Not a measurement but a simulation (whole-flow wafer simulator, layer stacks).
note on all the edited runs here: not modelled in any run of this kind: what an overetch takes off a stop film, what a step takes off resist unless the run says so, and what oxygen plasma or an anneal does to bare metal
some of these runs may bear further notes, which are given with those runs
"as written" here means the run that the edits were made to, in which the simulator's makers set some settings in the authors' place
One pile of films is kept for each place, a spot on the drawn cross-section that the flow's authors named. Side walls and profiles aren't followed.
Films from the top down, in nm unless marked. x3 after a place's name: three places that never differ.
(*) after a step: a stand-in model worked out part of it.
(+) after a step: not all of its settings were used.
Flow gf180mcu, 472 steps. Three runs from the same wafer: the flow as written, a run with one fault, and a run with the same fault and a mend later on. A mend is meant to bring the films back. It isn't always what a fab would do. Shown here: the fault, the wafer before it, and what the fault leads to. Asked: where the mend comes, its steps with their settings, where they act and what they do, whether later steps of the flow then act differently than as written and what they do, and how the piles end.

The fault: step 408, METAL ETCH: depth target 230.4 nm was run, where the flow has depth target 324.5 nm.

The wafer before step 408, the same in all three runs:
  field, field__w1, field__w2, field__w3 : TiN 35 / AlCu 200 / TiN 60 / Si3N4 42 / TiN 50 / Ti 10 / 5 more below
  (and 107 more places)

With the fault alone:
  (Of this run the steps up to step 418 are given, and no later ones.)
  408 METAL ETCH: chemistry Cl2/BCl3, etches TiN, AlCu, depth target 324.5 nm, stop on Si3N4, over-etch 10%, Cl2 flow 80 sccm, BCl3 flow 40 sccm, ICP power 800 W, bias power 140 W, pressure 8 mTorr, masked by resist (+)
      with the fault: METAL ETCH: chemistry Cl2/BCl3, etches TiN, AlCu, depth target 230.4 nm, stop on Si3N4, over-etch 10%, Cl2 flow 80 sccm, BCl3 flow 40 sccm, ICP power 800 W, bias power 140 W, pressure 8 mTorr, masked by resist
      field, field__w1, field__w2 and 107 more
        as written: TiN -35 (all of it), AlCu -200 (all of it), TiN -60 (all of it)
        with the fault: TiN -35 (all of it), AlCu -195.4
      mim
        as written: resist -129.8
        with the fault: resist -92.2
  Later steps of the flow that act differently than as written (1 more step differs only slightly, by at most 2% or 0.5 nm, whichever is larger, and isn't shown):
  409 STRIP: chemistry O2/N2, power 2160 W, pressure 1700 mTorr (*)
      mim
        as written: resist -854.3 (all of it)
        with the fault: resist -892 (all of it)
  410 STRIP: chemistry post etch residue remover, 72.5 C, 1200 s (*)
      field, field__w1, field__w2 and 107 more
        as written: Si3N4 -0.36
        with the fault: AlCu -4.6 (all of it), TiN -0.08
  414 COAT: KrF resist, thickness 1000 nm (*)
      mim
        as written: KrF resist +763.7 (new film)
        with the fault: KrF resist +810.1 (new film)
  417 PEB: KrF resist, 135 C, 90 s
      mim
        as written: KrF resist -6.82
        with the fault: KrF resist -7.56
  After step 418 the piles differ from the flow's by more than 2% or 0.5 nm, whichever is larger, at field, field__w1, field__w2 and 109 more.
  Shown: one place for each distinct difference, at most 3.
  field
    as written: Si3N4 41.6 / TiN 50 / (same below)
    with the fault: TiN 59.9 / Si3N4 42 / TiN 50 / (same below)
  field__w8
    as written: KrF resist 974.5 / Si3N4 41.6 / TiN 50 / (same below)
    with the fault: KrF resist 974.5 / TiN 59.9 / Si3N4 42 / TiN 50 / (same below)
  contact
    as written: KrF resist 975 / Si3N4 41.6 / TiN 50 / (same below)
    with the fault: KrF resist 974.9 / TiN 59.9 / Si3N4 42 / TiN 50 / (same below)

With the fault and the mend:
  The mend comes after step 408.
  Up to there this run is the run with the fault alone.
  408a METAL ETCH: chemistry Cl2/BCl3, etches TiN, AlCu, depth target 94.1 nm, stop on Si3N4, over-etch 10%, Cl2 flow 80 sccm, BCl3 flow 40 sccm, ICP power 800 W, bias power 140 W, pressure 8 mTorr, masked by resist (+) (the flow's step 408 once more, with other settings)
      field, field__w1, field__w2 and 107 more
        AlCu -4.6 (all of it), TiN -60 (all of it)
      mim
        resist -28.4
  No later step of the flow acts differently than as written, at any place that is followed, by more than 2% or 0.5 nm, whichever is larger.
  At the end the piles are the same as the flow's at every place that both follow.
